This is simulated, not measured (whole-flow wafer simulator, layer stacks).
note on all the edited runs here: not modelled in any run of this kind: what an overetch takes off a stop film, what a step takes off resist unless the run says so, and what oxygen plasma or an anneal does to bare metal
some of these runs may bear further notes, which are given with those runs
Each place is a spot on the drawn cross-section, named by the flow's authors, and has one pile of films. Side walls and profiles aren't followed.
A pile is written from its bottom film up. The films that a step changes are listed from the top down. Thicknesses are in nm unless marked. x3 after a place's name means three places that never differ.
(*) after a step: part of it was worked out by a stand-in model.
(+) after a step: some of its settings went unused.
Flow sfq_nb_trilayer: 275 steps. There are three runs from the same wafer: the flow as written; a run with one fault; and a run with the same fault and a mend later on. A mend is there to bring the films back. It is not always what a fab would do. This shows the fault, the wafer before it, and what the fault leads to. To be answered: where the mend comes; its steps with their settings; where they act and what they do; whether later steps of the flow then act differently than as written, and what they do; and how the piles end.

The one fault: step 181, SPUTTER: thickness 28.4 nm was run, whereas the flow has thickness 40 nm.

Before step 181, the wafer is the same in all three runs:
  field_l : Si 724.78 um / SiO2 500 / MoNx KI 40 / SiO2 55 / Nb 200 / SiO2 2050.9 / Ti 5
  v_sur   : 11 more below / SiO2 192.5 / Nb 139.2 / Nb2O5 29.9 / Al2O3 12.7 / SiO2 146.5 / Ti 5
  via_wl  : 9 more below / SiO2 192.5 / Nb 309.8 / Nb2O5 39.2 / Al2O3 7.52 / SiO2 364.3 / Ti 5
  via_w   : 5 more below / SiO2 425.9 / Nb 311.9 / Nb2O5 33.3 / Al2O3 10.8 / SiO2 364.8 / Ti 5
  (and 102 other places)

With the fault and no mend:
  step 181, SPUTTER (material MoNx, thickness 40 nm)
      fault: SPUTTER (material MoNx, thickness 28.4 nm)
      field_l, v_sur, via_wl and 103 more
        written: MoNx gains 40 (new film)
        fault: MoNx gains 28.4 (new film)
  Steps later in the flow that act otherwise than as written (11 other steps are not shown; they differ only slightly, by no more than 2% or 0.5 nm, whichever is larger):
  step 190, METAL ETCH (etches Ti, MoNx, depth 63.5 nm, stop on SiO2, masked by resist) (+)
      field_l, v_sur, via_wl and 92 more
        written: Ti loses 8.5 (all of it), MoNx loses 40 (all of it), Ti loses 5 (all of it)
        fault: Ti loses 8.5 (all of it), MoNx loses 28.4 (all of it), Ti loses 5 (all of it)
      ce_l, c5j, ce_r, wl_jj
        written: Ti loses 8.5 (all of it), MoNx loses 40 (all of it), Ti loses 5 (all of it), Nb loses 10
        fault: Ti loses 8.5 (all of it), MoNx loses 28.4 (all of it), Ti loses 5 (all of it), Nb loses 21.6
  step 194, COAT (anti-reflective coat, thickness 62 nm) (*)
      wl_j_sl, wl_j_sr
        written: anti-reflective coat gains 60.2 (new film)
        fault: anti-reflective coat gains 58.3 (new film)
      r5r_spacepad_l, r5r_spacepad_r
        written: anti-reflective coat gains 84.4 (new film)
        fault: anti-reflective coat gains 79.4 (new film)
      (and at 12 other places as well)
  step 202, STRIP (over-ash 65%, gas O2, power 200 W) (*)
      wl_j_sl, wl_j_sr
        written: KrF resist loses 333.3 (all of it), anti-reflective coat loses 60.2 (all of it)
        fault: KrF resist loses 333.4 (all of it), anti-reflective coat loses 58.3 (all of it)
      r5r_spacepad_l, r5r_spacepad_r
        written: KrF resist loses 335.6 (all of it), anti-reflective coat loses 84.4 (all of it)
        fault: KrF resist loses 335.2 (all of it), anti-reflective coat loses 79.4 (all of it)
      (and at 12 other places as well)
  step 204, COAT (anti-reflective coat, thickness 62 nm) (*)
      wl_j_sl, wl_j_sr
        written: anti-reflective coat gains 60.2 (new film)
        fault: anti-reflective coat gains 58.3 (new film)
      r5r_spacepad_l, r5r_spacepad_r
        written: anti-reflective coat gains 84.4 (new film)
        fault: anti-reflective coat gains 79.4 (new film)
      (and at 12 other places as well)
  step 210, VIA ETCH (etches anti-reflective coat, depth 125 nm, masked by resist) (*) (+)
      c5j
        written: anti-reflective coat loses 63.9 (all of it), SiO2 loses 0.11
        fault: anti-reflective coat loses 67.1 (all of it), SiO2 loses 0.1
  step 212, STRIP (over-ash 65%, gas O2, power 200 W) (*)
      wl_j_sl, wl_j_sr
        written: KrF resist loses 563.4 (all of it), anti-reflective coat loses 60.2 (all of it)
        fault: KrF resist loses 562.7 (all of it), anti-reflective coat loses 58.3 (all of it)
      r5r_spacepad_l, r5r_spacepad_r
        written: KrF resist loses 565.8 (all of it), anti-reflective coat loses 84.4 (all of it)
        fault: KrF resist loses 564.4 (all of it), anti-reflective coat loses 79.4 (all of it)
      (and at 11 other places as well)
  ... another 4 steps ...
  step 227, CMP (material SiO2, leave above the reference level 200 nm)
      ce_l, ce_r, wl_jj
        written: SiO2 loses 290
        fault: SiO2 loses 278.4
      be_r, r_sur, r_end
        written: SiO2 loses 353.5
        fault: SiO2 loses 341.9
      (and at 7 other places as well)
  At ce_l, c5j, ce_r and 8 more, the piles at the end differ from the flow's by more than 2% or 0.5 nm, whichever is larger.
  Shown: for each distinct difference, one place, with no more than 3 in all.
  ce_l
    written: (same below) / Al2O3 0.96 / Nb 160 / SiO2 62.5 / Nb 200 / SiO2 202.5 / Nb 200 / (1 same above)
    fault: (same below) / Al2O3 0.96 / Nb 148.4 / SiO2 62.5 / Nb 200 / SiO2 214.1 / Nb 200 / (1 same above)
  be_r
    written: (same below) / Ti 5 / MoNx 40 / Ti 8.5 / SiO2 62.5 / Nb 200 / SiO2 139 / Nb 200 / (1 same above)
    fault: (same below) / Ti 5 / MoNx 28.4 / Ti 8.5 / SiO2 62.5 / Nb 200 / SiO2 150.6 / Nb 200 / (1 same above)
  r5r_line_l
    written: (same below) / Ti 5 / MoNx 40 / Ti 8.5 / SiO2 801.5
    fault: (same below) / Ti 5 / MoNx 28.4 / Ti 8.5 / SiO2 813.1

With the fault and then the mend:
  The mend follows step 181.
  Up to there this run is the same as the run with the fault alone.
  step 181a, SPUTTER (material MoNx, thickness 11.6 nm) (a further turn of the flow's step 181, with different settings)
      field_l, v_sur, via_wl and 103 more
        MoNx gains 11.6
  Every later step of the flow that is run acts as written at every place that is followed.
  By the end, the piles equal the flow's at every place that both follow.
